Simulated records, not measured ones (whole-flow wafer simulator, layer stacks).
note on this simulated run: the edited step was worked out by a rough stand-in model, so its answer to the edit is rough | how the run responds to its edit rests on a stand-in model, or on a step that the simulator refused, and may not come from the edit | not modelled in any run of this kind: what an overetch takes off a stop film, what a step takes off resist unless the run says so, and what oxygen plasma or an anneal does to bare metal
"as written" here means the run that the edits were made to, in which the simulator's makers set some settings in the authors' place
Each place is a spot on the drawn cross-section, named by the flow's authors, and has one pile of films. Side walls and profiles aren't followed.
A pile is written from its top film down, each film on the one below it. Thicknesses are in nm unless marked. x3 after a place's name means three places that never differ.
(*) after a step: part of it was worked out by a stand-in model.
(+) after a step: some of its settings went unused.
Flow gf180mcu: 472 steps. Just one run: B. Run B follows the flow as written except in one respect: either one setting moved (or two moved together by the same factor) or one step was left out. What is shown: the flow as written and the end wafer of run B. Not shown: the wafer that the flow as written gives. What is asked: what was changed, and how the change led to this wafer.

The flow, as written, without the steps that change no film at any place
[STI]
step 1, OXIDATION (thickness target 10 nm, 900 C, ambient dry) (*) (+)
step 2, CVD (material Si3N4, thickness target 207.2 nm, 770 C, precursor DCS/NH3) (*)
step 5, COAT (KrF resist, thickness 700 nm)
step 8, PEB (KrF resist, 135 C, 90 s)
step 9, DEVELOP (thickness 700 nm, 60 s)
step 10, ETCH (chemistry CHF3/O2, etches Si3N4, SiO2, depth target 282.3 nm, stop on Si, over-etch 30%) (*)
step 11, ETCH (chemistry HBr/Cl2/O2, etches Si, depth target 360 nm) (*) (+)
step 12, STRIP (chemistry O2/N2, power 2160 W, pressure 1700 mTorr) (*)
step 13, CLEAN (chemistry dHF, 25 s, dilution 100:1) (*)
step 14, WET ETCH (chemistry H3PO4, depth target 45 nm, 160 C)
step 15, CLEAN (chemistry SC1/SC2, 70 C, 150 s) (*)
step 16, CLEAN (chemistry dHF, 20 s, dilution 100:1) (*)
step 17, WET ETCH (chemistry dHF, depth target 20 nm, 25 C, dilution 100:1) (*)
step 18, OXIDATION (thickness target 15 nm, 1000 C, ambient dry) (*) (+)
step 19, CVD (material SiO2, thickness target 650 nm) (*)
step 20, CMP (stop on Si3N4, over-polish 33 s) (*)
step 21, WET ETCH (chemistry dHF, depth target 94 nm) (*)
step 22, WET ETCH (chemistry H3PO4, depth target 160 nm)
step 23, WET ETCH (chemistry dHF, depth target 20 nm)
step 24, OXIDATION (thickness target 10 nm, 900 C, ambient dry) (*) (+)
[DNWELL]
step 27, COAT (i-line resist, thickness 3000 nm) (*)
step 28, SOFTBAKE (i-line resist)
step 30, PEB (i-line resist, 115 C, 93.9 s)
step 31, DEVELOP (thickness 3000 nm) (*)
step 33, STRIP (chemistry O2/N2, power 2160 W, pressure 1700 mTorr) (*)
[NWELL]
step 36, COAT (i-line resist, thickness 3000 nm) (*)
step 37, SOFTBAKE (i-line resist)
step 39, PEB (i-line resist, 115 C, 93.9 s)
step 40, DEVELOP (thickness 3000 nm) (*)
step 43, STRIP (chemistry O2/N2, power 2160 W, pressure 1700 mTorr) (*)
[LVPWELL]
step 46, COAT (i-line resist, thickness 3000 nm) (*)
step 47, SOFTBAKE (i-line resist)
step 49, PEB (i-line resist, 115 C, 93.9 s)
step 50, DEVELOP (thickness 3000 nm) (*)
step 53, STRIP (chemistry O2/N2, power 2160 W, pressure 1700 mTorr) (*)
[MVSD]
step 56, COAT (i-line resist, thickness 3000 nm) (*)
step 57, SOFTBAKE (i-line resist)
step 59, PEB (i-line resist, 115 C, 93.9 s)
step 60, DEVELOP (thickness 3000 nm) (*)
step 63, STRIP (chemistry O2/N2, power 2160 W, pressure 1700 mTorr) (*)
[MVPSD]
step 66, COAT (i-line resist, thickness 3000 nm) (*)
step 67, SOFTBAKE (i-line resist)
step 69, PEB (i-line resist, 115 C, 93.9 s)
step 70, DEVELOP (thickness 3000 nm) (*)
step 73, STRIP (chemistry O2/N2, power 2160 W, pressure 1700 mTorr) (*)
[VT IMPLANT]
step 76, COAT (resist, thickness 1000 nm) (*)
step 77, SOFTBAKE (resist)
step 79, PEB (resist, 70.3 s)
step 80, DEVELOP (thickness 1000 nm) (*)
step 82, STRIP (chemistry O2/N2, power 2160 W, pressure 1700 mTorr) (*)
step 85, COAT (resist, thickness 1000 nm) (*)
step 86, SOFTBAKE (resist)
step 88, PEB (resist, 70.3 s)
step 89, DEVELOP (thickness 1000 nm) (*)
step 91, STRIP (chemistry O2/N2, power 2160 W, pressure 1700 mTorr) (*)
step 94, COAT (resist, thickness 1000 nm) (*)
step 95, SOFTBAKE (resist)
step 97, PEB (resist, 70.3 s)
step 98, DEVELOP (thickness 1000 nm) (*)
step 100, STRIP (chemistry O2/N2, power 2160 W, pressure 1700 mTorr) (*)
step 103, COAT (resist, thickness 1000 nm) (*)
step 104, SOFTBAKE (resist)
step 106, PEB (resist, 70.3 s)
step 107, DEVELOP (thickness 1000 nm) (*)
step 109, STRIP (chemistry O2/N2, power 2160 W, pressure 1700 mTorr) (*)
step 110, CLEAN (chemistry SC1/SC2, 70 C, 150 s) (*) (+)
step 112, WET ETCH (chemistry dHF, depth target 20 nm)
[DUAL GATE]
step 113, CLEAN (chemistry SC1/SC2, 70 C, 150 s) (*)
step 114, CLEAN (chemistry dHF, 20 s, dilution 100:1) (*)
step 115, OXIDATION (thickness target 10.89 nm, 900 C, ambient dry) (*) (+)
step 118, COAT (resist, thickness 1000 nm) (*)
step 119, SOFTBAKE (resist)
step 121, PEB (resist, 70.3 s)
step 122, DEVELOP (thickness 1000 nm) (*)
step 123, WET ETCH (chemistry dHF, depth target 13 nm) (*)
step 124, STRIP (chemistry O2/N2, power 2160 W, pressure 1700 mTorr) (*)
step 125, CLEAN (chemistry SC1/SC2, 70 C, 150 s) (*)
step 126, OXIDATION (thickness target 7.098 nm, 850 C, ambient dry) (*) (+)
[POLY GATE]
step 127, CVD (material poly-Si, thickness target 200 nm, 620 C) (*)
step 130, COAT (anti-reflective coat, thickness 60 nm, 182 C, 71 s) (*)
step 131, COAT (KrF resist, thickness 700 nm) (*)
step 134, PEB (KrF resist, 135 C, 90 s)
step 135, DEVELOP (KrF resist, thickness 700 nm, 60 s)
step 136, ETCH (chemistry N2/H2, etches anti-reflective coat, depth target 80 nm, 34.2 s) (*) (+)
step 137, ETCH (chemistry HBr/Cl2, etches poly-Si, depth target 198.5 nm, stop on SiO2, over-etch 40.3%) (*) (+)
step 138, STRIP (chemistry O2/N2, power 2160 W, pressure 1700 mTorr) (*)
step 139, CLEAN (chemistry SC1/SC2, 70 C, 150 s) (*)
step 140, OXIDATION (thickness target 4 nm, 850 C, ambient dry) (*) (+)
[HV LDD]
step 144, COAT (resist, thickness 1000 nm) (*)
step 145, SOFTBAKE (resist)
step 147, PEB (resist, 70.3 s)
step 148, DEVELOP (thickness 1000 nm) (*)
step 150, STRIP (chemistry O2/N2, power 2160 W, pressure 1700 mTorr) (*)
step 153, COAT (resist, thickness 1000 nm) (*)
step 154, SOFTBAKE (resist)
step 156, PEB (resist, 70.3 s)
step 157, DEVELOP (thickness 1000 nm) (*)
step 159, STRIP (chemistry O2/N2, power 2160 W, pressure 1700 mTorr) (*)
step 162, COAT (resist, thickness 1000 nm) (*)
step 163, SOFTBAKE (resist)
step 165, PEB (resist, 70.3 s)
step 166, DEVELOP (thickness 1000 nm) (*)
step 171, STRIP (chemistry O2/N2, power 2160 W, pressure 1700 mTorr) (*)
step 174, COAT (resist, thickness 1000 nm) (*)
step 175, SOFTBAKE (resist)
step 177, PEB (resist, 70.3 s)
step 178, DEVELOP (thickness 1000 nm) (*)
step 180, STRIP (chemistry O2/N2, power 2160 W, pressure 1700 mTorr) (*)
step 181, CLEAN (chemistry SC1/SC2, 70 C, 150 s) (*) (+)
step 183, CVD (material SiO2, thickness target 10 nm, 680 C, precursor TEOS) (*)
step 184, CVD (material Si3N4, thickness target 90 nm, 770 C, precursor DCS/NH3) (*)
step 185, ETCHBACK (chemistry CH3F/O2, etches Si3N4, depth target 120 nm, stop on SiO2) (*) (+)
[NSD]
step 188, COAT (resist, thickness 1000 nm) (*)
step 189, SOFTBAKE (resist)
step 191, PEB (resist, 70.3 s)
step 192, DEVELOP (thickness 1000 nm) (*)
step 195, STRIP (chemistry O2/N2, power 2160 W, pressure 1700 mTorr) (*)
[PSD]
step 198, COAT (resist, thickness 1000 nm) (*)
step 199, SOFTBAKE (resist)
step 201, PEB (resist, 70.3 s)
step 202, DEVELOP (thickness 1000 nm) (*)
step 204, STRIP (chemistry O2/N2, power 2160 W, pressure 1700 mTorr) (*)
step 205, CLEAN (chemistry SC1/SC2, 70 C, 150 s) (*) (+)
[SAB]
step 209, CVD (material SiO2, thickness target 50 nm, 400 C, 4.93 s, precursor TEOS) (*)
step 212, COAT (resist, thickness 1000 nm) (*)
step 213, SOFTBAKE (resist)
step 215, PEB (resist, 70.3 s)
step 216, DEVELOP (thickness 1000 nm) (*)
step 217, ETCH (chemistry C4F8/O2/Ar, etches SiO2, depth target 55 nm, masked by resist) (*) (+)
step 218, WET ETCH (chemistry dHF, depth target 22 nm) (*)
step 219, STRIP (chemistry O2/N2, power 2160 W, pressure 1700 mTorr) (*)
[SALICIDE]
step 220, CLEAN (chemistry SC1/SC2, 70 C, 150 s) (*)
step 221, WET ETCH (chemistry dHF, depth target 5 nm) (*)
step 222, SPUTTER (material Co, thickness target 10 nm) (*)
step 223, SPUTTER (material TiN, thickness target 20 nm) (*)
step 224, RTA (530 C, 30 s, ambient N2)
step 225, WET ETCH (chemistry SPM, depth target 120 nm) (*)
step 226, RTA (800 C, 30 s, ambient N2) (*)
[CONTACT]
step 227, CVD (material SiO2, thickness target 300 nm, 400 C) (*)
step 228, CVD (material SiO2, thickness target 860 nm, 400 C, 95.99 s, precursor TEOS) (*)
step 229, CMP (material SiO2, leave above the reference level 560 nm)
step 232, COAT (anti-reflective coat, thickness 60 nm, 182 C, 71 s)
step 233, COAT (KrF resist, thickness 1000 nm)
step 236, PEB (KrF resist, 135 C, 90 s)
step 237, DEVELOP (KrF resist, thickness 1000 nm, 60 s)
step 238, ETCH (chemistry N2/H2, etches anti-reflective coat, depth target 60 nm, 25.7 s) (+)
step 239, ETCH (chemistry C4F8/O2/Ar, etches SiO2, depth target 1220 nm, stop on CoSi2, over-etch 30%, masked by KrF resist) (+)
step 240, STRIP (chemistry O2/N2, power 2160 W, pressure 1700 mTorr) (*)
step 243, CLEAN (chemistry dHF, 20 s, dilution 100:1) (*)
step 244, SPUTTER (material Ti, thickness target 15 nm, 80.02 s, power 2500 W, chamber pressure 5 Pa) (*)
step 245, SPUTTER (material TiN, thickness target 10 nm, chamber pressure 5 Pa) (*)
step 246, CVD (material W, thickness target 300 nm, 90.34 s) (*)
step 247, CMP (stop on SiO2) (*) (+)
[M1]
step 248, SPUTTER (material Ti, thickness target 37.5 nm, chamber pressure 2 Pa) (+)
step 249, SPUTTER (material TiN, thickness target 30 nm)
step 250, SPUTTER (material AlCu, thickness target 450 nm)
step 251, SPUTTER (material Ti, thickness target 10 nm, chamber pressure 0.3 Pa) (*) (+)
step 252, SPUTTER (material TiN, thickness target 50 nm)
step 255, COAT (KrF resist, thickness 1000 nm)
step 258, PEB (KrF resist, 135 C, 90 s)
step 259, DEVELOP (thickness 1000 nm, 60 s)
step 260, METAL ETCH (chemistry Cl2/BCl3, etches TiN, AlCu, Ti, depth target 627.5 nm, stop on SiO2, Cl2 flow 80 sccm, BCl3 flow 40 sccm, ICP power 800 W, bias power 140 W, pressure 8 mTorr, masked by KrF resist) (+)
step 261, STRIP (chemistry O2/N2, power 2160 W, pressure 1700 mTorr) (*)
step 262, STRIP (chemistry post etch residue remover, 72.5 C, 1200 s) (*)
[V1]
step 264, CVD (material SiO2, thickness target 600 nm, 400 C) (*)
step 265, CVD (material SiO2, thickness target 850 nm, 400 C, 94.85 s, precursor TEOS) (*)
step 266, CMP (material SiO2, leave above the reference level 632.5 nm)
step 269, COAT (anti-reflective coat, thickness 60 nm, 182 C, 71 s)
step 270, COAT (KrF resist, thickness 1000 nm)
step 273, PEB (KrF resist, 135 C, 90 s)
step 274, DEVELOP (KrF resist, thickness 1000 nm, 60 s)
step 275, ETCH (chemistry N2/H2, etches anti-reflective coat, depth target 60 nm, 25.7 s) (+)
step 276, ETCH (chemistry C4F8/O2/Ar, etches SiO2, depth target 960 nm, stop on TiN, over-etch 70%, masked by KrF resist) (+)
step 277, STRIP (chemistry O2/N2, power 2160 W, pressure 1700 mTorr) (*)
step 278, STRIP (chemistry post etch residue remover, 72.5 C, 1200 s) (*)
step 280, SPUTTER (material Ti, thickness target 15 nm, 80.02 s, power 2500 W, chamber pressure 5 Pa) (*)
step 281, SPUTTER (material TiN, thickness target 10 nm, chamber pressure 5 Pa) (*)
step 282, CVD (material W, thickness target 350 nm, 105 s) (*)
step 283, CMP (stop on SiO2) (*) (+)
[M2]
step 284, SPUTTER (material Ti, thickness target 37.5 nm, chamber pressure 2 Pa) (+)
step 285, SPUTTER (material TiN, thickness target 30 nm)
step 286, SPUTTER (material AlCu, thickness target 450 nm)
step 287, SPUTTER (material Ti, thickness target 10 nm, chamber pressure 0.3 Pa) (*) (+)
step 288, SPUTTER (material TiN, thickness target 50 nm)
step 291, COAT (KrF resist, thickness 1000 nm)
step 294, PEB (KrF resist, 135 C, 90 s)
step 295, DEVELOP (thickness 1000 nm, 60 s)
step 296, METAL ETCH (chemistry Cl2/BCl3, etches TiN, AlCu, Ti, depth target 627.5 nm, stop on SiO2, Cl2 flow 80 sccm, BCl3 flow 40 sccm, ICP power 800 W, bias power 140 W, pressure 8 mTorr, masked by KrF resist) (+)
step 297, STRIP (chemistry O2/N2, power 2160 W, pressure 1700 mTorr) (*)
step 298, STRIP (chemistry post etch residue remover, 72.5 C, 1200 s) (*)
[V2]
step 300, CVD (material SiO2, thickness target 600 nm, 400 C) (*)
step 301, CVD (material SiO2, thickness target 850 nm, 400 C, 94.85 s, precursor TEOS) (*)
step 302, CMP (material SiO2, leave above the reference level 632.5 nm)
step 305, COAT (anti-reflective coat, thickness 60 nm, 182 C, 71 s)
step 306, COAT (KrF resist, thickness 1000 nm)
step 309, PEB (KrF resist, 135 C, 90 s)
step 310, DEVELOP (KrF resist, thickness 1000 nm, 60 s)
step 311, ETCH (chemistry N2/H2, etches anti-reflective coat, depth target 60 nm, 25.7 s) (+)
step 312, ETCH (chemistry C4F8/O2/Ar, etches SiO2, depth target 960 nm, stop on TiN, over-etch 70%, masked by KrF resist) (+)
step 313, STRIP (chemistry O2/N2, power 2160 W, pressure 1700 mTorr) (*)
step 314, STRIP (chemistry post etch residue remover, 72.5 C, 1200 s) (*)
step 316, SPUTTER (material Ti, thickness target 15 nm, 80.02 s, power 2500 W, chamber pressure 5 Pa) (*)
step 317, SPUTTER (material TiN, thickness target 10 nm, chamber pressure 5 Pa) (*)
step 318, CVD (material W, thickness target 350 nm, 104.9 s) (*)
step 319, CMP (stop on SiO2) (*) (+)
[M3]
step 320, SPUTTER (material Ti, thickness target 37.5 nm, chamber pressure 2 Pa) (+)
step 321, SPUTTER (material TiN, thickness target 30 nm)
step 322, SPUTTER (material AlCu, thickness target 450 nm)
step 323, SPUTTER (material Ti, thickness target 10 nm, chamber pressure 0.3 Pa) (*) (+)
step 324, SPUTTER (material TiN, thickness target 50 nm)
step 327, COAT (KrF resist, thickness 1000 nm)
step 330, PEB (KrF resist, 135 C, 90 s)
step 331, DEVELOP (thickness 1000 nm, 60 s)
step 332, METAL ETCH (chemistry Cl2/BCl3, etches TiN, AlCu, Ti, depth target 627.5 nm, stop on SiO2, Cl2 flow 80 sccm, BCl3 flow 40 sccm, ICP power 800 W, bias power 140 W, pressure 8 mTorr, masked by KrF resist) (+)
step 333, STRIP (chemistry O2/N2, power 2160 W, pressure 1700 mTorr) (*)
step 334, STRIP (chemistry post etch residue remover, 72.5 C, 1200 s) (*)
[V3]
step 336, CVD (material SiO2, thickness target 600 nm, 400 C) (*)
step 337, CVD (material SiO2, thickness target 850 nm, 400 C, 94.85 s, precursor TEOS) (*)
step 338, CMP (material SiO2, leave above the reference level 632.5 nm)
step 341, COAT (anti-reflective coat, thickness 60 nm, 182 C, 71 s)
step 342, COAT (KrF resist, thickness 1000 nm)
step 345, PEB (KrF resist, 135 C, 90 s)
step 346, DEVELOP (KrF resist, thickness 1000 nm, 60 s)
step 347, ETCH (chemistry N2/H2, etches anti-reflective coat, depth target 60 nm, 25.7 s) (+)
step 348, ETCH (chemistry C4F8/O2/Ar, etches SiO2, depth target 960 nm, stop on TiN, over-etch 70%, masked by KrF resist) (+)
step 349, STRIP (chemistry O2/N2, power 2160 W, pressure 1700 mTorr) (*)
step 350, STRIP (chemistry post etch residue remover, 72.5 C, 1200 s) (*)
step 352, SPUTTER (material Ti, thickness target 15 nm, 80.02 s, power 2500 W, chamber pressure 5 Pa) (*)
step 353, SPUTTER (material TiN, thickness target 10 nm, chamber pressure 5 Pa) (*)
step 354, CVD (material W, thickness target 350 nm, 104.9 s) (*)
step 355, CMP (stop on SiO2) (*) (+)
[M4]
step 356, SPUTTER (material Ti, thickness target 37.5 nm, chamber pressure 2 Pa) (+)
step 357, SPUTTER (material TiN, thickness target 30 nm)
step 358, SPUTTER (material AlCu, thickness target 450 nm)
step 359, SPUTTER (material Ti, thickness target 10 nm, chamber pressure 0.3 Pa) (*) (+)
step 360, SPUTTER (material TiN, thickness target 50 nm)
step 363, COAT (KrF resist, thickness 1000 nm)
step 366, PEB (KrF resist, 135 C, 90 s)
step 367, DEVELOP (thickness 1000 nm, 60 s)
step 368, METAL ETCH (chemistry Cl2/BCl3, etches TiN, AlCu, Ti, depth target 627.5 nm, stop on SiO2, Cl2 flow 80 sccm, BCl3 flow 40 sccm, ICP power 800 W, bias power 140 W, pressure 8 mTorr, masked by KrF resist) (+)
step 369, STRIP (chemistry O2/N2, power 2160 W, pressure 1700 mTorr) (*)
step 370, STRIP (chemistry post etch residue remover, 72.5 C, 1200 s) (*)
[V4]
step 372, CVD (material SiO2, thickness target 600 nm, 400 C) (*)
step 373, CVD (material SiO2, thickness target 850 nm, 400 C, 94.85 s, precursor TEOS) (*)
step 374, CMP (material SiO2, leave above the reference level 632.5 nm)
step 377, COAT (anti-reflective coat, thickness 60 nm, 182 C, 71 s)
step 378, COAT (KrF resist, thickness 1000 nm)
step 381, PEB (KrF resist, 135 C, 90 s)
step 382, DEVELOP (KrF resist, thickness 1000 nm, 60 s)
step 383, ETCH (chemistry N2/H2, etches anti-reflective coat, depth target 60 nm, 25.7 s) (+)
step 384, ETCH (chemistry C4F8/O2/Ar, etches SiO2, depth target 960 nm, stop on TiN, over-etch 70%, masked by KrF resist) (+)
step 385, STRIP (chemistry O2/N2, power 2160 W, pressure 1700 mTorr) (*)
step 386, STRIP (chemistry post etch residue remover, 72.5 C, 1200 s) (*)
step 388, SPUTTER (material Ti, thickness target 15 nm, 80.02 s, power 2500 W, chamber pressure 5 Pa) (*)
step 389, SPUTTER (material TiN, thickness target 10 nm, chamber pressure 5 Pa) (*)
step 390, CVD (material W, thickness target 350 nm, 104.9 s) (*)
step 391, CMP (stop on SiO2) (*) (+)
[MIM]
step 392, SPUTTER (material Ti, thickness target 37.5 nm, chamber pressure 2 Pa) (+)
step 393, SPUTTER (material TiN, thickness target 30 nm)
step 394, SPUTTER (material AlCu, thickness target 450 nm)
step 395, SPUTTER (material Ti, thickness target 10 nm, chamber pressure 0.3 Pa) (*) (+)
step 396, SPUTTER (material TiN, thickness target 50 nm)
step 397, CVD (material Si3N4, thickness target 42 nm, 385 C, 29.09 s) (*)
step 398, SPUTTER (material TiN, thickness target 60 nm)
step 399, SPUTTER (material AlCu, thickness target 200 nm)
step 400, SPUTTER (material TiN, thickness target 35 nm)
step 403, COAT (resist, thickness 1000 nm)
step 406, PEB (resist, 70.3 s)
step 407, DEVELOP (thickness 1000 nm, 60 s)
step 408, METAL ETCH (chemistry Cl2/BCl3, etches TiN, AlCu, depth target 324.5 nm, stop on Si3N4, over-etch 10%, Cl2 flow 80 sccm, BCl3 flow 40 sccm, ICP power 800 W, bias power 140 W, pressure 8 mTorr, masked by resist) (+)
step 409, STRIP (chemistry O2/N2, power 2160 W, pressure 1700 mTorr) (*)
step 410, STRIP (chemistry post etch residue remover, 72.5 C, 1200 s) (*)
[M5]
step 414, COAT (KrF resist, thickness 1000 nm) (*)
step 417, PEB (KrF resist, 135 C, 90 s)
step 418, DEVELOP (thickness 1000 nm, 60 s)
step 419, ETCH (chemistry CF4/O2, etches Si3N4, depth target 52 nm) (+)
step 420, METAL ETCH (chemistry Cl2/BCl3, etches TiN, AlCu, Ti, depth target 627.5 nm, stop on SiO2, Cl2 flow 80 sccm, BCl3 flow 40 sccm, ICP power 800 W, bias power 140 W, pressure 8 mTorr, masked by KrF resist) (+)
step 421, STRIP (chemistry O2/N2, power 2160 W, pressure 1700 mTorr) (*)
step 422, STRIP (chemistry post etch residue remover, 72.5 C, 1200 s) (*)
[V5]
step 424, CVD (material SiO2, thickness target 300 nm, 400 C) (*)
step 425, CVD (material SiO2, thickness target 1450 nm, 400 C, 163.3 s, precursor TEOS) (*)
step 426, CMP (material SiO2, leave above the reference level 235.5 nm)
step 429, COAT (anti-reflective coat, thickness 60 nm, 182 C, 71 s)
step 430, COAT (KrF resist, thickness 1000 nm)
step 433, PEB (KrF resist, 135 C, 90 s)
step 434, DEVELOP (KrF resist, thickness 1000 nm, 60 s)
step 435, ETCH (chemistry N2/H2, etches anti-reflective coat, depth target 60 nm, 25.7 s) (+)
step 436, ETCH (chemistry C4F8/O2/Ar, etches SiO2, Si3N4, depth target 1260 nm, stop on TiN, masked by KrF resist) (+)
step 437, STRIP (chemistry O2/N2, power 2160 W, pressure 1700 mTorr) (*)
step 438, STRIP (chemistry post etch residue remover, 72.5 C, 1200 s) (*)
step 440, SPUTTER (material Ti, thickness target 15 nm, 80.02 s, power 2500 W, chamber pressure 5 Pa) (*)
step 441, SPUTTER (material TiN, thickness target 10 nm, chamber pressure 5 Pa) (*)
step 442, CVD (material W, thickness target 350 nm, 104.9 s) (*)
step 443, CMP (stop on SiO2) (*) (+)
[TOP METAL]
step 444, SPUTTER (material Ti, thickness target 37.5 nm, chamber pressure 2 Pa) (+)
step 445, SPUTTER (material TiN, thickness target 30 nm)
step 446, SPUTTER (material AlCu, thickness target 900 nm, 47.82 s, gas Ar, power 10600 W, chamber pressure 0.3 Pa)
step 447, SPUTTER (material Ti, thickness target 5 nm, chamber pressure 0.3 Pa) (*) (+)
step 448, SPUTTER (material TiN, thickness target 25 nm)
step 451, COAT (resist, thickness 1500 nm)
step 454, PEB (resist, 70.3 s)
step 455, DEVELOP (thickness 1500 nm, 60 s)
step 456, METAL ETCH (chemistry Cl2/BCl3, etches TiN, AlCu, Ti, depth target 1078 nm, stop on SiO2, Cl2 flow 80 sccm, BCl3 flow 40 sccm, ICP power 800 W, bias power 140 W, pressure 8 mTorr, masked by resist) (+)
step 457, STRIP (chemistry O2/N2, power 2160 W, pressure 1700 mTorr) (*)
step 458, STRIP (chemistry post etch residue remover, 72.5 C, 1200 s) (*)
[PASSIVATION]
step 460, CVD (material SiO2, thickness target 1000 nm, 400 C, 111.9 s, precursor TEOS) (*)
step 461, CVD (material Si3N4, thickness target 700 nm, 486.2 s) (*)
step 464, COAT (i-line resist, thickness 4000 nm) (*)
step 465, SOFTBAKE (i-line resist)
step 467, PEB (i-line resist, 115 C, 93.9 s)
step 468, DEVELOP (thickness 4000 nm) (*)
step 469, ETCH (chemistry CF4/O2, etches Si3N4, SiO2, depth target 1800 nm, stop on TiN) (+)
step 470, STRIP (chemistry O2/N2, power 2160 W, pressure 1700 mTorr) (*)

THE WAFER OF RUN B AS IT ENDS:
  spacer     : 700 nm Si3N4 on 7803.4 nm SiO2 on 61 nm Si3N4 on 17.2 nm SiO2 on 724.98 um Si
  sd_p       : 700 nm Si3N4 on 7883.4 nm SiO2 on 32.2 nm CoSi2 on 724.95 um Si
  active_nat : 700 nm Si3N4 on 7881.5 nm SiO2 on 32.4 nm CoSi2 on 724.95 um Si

What caused this: step 184, CVD: thickness target 65.2 nm was run, though the flow has thickness target 90 nm.

The path from the change to this, step by step:
  step 184, CVD (material Si3N4, thickness target 90 nm, 770 C, precursor DCS/NH3) (*)
      field, field__w1, field__w2 and 101 more: Si3N4 gains 65.2 (new film) (it would be, as written: Si3N4 gains 90 (new film))
  step 185, ETCHBACK (chemistry CH3F/O2, etches Si3N4, depth target 120 nm, stop on SiO2) (*) (+)
      field, field__w1, field__w2 and 100 more: Si3N4 loses 65.2 (all of it), SiO2 loses 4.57 (it would be, as written: Si3N4 loses 90 (all of it), SiO2 loses 2.5)
  step 188, COAT (resist, thickness 1000 nm) (*)
      spacer: resist gains 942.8 (new film) (it would be, as written: resist gains 920.2 (new film))
  step 189, SOFTBAKE (resist)
      field: resist loses 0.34 (it would be, as written: resist gains 3.56)
      field__w9: resist gains 6.4 (it would be, as written: resist gains 6.92)
      (also at 5 further places)
  step 192, DEVELOP (thickness 1000 nm) (*)
      spacer: resist loses 928 (all of it) (it would be, as written: resist loses 905.9 (all of it))
  step 195, STRIP (chemistry O2/N2, power 2160 W, pressure 1700 mTorr) (*)
      field: resist loses 1006 (all of it) (it would be, as written: resist loses 1026.7 (all of it))
  step 198, COAT (resist, thickness 1000 nm) (*)
      spacer: resist gains 942.8 (new film) (it would be, as written: resist gains 920.2 (new film))
  step 199, SOFTBAKE (resist)
      field: resist loses 0.34 (it would be, as written: resist gains 3.56)
      field__w9: resist gains 6.4 (it would be, as written: resist gains 6.92)
      (also at 5 further places)
  step 204, STRIP (chemistry O2/N2, power 2160 W, pressure 1700 mTorr) (*)
      field: resist loses 1006 (all of it) (it would be, as written: resist loses 1026.7 (all of it))
      spacer: resist loses 928 (all of it) (it would be, as written: resist loses 905.9 (all of it))
  step 212, COAT (resist, thickness 1000 nm) (*)
      spacer: resist gains 941.9 (new film) (it would be, as written: resist gains 919.4 (new film))
  step 213, SOFTBAKE (resist)
      field__w5: resist gains 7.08 (it would be, as written: resist gains 7.65)
      gate_p: resist loses 4.54 (it would be, as written: resist loses 5.08)
      (also at 2 further places)
  step 216, DEVELOP (thickness 1000 nm) (*)
      spacer: resist loses 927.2 (all of it) (it would be, as written: resist loses 905.1 (all of it))
  step 218, WET ETCH (chemistry dHF, depth target 22 nm) (*)
      gate, gate_hv, gate_p and 23 more: SiO2 loses 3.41 (all of it) (it would be, as written: SiO2 loses 5.48 (all of it))
      active, p_well, sd_n, iso_ptap_pw, iso_ntap_nw, iso_ptap_sub, vpnp_e: SiO2 loses 6.94 (all of it) (it would be, as written: SiO2 loses 9.01 (all of it))
      (also at 16 further places)
  step 222, SPUTTER (material Co, thickness target 10 nm) (*)
      field__w2: Co gains 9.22 (new film) (it would be, as written: Co gains 8.65 (new film))
      field__w3: Co gains 8.8 (new film) (it would be, as written: Co gains 8.06 (new film))
      (also at 2 further places)
  step 223, SPUTTER (material TiN, thickness target 20 nm) (*)
      field__w2: TiN gains 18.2 (new film) (it would be, as written: TiN gains 17 (new film))
      field__w3: TiN gains 17.3 (new film) (it would be, as written: TiN gains 15.7 (new film))
      (also at 6 further places)
  step 224, RTA (530 C, 30 s, ambient N2)
      ld_sd_n: under 1 film: CoSi gains 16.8 (new film), Co loses 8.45 (all of it), Si loses 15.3 (it would be, as written: under 1 film: CoSi gains 16.1 (new film), Co loses 8.09 (all of it), Si loses 14.7)
      ld_drn_n: under 1 film: CoSi gains 18.6 (new film), Co loses 9.37 (all of it), Si loses 17 (it would be, as written: under 1 film: CoSi gains 17.9 (new film), Co loses 9.02 (all of it), Si loses 16.4)
      (also at 1 further place)
  ... 2 other steps ...
  step 229, CMP (material SiO2, leave above the reference level 560 nm)
      spacer: SiO2 loses 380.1 (it would be, as written: SiO2 loses 404.9)
